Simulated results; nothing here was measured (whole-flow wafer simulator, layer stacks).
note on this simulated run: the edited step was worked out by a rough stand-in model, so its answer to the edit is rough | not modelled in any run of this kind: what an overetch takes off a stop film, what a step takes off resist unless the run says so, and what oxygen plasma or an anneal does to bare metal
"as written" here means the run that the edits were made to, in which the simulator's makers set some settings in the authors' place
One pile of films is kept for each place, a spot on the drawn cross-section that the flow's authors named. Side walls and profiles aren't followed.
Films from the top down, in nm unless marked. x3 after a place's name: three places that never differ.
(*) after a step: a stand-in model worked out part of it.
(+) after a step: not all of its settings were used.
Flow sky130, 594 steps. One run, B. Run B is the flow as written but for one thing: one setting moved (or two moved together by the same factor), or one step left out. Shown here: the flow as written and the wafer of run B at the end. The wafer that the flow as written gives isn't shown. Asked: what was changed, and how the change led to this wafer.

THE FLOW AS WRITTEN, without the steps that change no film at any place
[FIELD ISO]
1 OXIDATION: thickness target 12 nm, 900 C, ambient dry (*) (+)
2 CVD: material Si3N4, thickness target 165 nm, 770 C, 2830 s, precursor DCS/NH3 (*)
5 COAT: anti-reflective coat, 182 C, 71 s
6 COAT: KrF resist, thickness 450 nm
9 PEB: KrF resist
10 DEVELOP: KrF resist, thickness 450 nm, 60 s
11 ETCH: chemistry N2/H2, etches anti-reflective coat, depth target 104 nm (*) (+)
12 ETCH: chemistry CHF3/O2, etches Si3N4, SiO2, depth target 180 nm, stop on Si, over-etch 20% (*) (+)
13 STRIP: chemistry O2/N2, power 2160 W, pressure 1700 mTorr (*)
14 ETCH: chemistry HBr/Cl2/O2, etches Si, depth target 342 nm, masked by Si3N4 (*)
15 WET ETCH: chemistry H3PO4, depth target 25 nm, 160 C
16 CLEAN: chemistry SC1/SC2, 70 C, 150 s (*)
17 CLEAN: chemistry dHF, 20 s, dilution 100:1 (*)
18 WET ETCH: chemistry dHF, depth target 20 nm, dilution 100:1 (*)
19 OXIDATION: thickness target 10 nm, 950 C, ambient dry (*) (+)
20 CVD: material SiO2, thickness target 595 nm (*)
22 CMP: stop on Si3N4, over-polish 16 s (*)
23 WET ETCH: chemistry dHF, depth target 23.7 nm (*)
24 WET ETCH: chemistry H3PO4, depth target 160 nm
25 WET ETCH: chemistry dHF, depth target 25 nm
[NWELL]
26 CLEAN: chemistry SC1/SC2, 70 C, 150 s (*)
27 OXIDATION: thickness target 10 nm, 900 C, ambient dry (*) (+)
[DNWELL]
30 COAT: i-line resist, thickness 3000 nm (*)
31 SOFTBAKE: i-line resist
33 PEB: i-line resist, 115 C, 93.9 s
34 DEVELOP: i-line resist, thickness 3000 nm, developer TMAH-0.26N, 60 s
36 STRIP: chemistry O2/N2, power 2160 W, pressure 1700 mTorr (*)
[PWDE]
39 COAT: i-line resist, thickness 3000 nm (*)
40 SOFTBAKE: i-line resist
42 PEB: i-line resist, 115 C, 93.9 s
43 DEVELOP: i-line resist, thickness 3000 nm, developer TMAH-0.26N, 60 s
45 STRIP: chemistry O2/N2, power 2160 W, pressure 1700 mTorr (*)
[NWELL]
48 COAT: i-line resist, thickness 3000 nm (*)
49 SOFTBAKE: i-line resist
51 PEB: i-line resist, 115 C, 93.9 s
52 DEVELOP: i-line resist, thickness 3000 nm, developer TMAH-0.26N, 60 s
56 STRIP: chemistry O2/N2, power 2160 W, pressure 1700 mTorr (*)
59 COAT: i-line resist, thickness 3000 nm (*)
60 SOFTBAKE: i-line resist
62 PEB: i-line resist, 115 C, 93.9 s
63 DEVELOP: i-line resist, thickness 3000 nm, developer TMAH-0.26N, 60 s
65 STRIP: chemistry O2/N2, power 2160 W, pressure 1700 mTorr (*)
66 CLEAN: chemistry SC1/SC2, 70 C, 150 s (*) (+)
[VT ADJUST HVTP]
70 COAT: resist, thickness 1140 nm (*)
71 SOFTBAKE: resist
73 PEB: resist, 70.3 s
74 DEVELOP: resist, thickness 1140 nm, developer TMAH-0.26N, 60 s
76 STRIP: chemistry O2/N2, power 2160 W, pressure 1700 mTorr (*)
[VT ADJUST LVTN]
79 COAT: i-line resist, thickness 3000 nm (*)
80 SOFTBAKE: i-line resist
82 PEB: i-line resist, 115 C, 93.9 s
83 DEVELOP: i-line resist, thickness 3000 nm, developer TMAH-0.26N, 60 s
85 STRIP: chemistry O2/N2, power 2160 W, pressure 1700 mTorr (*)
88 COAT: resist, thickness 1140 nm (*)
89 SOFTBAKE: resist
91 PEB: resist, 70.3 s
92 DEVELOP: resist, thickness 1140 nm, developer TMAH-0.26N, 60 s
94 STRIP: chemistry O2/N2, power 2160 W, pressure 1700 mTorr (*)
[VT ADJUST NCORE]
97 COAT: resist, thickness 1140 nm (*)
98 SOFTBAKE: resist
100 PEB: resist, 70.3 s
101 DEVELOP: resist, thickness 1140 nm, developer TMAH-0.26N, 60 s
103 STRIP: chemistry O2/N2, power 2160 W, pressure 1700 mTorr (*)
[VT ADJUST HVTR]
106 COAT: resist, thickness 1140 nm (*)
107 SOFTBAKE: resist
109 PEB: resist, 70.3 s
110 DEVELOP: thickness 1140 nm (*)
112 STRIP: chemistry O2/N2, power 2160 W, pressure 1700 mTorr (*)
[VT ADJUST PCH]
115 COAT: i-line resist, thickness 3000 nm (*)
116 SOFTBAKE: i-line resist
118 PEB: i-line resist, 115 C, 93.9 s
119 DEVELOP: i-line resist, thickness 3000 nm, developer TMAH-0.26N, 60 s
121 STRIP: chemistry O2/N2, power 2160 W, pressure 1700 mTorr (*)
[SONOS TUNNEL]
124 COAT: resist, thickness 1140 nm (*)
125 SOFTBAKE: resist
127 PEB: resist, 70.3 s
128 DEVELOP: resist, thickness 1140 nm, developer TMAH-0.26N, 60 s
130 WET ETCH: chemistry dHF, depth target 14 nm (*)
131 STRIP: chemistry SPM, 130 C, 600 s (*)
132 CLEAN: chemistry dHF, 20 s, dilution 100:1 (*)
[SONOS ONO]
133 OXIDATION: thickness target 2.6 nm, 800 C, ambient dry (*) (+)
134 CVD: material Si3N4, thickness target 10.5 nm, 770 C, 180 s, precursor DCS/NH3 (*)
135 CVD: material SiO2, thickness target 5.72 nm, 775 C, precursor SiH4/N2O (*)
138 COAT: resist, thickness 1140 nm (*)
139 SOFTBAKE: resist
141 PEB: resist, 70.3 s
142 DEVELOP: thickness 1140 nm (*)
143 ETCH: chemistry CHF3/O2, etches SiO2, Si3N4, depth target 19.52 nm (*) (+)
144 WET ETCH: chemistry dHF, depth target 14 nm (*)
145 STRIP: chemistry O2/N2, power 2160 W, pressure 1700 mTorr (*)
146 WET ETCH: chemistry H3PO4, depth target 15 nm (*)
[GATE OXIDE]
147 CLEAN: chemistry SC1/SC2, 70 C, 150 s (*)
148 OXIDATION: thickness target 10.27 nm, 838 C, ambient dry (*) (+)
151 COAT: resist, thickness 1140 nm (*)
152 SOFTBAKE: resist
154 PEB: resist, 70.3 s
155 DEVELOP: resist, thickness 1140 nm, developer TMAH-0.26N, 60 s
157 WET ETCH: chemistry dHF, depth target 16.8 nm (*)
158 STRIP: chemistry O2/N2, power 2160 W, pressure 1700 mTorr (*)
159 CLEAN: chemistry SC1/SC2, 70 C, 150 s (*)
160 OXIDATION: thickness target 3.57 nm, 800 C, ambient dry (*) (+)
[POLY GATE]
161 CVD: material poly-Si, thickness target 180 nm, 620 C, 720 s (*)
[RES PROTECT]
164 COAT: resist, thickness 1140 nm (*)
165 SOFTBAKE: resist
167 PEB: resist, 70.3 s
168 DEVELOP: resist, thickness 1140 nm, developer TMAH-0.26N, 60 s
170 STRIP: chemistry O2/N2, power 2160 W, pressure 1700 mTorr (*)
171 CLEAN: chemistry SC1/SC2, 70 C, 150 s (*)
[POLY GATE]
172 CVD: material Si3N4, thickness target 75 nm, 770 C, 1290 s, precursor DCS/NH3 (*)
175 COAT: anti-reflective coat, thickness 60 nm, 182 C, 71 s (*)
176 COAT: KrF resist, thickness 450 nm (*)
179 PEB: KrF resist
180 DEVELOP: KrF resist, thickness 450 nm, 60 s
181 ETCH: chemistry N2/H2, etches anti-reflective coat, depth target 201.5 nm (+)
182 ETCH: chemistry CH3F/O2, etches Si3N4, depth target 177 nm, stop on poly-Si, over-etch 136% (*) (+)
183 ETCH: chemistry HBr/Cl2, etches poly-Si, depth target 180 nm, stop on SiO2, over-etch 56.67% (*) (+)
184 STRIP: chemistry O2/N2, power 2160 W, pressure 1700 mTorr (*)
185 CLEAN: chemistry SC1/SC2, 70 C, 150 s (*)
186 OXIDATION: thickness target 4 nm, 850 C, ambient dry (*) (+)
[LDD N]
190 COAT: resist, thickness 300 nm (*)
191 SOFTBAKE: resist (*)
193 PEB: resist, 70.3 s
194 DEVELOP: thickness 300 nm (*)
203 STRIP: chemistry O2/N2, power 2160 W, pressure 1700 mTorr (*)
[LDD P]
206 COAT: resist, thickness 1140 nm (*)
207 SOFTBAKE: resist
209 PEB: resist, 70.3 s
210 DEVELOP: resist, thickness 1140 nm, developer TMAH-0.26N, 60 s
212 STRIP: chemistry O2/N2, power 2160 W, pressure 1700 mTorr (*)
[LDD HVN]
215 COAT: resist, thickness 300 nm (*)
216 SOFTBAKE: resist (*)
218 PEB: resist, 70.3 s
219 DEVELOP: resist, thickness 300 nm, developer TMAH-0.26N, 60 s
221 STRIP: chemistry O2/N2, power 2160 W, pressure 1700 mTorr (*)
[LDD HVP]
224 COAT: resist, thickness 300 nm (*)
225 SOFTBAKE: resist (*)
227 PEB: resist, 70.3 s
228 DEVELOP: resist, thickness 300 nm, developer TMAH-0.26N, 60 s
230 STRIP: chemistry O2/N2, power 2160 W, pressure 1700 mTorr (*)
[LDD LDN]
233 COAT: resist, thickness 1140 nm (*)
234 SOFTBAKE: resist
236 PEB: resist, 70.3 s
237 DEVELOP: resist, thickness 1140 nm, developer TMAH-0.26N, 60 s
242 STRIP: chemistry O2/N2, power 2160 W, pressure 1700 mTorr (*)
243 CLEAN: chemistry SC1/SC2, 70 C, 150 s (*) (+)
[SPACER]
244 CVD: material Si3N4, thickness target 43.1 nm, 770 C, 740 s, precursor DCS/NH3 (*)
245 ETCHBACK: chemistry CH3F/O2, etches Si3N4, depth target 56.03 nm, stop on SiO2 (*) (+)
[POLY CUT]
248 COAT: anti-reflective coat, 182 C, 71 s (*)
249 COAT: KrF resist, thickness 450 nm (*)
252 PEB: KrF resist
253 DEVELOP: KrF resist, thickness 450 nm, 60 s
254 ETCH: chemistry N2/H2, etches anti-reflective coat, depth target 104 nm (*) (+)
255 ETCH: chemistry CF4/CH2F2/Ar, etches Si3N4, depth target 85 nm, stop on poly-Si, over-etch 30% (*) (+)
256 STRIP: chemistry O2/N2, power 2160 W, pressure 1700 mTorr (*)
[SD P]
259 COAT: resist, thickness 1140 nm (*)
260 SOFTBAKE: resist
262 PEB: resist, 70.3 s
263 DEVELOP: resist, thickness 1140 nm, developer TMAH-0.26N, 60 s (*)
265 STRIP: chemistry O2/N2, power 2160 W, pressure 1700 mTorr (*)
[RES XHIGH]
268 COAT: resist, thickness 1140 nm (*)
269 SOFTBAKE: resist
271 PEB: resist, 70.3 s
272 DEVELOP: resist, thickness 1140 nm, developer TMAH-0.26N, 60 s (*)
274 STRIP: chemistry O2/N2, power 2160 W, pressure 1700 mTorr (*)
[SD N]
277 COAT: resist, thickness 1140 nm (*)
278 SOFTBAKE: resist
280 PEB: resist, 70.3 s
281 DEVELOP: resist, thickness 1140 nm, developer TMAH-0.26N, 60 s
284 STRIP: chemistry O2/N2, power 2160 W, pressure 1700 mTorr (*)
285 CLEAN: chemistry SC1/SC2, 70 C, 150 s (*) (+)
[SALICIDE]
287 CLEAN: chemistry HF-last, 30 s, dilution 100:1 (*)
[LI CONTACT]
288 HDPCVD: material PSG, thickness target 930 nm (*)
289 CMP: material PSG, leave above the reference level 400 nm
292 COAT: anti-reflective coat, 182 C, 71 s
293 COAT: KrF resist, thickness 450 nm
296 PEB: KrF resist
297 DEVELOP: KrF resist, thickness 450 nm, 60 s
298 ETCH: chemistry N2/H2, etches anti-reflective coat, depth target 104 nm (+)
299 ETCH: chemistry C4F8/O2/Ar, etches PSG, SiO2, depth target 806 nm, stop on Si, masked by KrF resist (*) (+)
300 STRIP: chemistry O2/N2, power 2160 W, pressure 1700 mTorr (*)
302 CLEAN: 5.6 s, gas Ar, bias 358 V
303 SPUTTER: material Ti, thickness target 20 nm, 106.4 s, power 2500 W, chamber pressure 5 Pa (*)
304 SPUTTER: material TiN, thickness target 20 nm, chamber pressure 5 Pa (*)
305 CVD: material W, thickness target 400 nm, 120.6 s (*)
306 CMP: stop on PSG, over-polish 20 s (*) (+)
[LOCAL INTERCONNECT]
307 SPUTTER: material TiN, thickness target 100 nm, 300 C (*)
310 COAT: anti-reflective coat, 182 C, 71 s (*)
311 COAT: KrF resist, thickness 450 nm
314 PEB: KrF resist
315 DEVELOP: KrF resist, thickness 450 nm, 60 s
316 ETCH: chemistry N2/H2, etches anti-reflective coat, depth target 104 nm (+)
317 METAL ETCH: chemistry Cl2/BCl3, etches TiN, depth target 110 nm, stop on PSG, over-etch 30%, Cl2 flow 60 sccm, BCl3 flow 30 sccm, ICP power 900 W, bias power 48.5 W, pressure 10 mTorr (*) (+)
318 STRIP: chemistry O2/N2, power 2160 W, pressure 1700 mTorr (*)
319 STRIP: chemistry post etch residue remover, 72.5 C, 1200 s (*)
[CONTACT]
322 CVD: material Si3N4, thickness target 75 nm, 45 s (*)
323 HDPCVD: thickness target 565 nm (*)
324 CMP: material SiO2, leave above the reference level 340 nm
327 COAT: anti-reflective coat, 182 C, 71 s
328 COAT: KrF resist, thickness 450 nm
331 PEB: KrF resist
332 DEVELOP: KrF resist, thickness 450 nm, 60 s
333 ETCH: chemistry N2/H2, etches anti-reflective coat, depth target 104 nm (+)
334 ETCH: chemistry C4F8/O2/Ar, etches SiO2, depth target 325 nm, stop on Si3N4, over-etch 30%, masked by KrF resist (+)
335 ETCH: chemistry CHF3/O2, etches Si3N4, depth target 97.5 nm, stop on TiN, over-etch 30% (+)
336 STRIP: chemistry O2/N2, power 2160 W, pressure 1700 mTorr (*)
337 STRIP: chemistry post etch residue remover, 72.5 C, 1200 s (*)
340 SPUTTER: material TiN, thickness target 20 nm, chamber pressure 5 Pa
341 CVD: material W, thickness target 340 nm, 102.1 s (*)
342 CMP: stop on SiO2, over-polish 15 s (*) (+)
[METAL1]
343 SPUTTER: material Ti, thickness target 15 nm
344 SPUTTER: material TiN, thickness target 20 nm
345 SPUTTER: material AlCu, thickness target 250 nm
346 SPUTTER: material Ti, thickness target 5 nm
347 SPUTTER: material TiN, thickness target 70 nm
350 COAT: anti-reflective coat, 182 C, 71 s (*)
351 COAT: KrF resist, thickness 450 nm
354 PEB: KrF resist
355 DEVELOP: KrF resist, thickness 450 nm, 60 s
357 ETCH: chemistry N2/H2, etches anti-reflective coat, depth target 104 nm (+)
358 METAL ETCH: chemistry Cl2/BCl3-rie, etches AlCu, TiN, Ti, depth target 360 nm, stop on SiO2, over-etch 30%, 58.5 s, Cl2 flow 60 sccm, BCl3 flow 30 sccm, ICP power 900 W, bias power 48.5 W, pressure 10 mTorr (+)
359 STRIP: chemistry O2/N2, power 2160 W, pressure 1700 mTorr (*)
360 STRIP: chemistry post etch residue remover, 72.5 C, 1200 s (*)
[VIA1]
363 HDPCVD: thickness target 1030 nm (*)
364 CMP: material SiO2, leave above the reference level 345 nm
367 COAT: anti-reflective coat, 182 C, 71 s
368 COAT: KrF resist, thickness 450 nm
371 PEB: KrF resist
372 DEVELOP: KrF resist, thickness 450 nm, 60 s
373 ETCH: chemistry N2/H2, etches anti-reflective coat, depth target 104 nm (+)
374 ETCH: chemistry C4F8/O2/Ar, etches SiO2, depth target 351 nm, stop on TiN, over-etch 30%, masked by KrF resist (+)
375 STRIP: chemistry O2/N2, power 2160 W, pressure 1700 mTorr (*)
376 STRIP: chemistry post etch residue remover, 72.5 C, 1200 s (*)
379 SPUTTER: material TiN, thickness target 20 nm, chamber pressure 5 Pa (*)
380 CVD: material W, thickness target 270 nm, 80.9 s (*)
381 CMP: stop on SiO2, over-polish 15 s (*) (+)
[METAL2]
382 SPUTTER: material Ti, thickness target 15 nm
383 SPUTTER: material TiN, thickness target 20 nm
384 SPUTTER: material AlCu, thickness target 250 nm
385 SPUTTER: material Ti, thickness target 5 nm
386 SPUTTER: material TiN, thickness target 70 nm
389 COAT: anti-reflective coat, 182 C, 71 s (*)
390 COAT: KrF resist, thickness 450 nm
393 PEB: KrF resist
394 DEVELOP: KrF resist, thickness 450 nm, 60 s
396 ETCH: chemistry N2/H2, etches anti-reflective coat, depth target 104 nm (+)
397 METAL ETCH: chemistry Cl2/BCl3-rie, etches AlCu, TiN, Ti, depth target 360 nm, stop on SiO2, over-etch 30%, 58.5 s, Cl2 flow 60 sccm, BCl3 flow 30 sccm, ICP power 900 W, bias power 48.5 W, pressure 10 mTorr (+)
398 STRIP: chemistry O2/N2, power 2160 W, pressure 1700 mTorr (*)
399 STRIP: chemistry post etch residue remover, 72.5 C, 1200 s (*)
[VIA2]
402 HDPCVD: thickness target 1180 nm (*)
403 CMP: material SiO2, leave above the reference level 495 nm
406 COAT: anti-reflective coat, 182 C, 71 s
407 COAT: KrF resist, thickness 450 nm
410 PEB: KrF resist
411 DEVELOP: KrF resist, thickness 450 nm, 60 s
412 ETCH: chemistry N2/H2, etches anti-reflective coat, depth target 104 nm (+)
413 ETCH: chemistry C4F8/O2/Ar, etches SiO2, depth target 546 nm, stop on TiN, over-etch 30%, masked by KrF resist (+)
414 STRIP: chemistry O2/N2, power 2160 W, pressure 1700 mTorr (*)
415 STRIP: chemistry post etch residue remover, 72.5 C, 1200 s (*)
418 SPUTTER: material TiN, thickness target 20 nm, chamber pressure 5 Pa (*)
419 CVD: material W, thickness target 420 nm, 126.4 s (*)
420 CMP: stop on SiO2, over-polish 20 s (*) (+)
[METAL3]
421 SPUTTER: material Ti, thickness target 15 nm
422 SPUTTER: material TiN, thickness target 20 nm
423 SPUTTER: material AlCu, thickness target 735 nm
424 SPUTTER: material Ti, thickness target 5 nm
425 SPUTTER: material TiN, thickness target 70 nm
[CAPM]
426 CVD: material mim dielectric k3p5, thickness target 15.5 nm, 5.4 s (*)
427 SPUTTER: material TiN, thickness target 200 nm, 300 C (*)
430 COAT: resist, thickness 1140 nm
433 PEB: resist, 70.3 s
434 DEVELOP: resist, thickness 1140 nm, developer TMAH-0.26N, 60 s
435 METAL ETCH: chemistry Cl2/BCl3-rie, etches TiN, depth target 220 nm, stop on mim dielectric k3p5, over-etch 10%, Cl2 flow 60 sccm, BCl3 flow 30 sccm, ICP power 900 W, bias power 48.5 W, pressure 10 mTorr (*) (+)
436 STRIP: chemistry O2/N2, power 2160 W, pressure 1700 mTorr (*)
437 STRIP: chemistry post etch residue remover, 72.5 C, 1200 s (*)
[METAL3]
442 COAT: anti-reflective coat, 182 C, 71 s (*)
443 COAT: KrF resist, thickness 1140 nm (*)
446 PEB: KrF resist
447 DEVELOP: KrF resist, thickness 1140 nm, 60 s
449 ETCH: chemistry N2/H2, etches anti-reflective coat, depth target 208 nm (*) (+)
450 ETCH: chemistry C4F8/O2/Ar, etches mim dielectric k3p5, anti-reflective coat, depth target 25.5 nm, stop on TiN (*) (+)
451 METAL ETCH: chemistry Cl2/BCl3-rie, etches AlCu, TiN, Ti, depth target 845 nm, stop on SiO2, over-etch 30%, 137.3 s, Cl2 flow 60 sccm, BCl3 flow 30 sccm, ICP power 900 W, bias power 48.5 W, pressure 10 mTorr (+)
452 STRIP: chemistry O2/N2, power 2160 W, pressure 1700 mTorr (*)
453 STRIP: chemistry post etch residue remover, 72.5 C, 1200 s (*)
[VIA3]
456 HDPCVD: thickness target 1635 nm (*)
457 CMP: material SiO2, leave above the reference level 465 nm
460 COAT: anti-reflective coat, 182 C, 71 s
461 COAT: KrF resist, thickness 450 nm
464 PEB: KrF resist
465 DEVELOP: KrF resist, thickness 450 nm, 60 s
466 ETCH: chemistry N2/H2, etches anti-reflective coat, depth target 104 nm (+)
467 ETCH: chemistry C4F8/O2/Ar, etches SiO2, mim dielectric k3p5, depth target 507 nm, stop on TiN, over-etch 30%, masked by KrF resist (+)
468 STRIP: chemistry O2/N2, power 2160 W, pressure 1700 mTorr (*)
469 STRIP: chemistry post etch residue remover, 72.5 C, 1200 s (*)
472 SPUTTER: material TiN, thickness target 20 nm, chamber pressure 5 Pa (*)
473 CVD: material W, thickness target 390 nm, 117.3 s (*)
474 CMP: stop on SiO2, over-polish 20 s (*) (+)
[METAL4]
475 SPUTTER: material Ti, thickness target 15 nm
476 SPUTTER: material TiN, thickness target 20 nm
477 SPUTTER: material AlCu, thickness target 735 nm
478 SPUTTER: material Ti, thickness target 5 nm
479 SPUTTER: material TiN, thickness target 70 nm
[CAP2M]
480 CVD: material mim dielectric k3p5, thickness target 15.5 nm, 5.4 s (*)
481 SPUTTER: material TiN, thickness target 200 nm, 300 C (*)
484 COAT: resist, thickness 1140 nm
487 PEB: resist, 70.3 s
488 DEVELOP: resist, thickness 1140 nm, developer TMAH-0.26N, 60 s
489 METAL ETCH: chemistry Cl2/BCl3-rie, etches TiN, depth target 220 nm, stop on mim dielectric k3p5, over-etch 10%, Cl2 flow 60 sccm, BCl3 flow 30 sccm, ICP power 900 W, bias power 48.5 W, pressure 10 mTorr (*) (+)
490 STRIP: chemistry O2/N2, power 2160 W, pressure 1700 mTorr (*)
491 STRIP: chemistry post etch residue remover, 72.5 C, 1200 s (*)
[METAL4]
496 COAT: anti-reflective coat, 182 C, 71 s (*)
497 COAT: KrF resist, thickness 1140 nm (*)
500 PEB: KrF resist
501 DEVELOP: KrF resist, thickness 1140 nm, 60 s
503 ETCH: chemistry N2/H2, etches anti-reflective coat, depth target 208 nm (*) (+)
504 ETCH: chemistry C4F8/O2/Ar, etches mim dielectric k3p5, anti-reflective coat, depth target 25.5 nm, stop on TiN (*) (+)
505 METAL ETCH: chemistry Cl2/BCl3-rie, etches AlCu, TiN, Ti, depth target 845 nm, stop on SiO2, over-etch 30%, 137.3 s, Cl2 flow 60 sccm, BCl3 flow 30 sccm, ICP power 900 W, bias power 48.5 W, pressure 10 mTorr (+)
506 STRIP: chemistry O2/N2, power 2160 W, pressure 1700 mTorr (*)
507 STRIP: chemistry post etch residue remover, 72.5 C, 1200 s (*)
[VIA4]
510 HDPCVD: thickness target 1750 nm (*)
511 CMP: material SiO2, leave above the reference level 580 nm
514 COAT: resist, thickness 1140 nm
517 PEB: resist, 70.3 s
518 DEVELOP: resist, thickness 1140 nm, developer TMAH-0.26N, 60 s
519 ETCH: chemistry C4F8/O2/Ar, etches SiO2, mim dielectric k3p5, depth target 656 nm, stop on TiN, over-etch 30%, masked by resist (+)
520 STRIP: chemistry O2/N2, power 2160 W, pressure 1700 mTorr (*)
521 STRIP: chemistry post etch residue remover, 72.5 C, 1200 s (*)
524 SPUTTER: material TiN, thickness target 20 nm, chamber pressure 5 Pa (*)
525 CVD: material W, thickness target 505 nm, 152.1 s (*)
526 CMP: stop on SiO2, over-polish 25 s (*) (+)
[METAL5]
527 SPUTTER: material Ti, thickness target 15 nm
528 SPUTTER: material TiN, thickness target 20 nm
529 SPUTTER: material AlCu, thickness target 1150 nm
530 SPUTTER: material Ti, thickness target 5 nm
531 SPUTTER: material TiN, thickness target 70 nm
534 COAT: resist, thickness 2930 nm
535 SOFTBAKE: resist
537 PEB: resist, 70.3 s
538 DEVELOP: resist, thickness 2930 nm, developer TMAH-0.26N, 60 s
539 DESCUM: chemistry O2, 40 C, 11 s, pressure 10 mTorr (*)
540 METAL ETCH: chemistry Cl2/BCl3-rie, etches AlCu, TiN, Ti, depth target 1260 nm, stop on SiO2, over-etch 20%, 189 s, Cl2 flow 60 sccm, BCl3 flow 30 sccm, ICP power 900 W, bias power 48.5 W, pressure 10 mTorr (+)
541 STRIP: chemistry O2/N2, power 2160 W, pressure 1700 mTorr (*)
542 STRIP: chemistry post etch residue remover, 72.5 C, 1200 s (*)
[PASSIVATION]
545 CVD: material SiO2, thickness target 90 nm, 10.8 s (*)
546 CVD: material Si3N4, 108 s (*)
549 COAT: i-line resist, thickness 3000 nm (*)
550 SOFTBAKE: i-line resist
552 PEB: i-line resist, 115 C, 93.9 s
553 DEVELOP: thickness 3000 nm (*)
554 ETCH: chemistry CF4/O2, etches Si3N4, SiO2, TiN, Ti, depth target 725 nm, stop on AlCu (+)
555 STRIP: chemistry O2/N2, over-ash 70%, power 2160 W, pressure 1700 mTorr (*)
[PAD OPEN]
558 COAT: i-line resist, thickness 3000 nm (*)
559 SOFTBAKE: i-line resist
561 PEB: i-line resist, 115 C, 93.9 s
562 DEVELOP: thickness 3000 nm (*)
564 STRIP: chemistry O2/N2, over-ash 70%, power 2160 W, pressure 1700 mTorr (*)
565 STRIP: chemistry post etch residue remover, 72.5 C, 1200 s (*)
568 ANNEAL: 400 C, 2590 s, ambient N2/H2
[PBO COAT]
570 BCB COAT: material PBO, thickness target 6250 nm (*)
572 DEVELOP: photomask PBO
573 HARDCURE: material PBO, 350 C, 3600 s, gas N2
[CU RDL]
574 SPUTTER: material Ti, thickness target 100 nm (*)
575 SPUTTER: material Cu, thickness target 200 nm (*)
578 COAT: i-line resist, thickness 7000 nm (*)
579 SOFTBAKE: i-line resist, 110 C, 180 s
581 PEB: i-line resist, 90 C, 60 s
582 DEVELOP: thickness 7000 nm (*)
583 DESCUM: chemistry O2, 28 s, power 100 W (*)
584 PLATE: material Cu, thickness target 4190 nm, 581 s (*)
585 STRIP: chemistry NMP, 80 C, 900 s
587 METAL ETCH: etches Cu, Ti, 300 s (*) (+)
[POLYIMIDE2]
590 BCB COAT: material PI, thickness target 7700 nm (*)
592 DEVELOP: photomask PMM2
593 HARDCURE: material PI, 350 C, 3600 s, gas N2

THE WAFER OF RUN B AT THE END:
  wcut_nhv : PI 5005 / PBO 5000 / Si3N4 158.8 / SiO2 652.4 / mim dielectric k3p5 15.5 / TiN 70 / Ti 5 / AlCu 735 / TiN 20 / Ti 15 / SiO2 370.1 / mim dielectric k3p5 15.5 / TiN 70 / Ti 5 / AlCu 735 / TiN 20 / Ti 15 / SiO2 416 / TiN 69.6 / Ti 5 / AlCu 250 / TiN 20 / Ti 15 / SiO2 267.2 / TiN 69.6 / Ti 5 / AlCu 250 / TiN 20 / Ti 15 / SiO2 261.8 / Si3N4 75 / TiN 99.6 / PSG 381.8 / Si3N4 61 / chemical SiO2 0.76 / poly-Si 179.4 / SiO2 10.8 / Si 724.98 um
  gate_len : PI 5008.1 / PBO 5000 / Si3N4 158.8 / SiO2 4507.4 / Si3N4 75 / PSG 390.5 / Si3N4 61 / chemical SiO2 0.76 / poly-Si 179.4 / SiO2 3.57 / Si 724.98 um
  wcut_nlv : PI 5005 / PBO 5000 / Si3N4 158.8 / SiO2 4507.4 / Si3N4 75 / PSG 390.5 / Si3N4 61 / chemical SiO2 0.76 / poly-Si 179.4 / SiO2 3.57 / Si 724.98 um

The cause: step 545, CVD: thickness target 140 nm was run, where the flow has thickness target 90 nm; step 545, CVD: 16.8 s was run, where the flow has 10.8 s.

How the change led to this, step by step:
  545 CVD: material SiO2, thickness target 90 nm, 10.8 s (*)
      field, active, gate and 175 more: SiO2 +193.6 (as written it would be: SiO2 +125.2)
      n_well, p_well, sd_n and 12 more: SiO2 +193.6 (new film) (as written it would be: SiO2 +125.2 (new film))
  550 SOFTBAKE: i-line resist
      gate_p_lvt, iso_guard_hv_nw: i-line resist +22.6 (as written it would be: i-line resist +20.6)
      active: i-line resist +13.5 (as written it would be: i-line resist +12)
      (and at 60 more places)
  554 ETCH: chemistry CF4/O2, etches Si3N4, SiO2, TiN, Ti, depth target 725 nm, stop on AlCu (+)
      field, active, n_well and 189 more: i-line resist -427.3 (as written it would be: i-line resist -358.9)
      pad: Si3N4 -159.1 (all of it), SiO2 -193.6 (all of it), TiN -69.6 (all of it), Ti -5 (all of it) (as written it would be: Si3N4 -159.1 (all of it), SiO2 -125.2 (all of it), TiN -69.6 (all of it), Ti -5 (all of it))
  555 STRIP: chemistry O2/N2, over-ash 70%, power 2160 W, pressure 1700 mTorr (*)
      gate_hv, dice_street, iso_guard and 83 more: i-line resist -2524 (all of it) (as written it would be: i-line resist -2592.4 (all of it))
      n_well, p_well, sd_n, sd_p: i-line resist -1272.4 (all of it) (as written it would be: i-line resist -1340.8 (all of it))
      (and at 102 more places)
  558 COAT: i-line resist, thickness 3000 nm (*)
      pad: i-line resist +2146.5 (new film) (as written it would be: i-line resist +2077.7 (new film))
  559 SOFTBAKE: i-line resist
      gate_p_lvt, iso_guard_hv_nw: i-line resist +22.6 (as written it would be: i-line resist +20.6)
      field: i-line resist +14 (as written it would be: i-line resist +12.5)
      (and at 67 more places)
  561 PEB: i-line resist, 115 C, 93.9 s
      pad: i-line resist -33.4 (as written it would be: i-line resist -32.2)
  562 DEVELOP: thickness 3000 nm (*)
      pad: i-line resist -2113.1 (all of it) (as written it would be: i-line resist -2045.5 (all of it))
  578 COAT: i-line resist, thickness 7000 nm (*)
      pad: i-line resist +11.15 um (new film) (as written it would be: i-line resist +11.08 um (new film))
  579 SOFTBAKE: i-line resist, 110 C, 180 s
      ndiff_licon_rim, ndiff_licon: i-line resist -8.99 (as written it would be: i-line resist -8.01)
      rpo_hd_licon, mim2: i-line resist -15.9 (as written it would be: i-line resist -14.9)
      (and at 28 more places)
  582 DEVELOP: thickness 7000 nm (*)
      pad: i-line resist -11.15 um (all of it) (as written it would be: i-line resist -11.08 um (all of it))
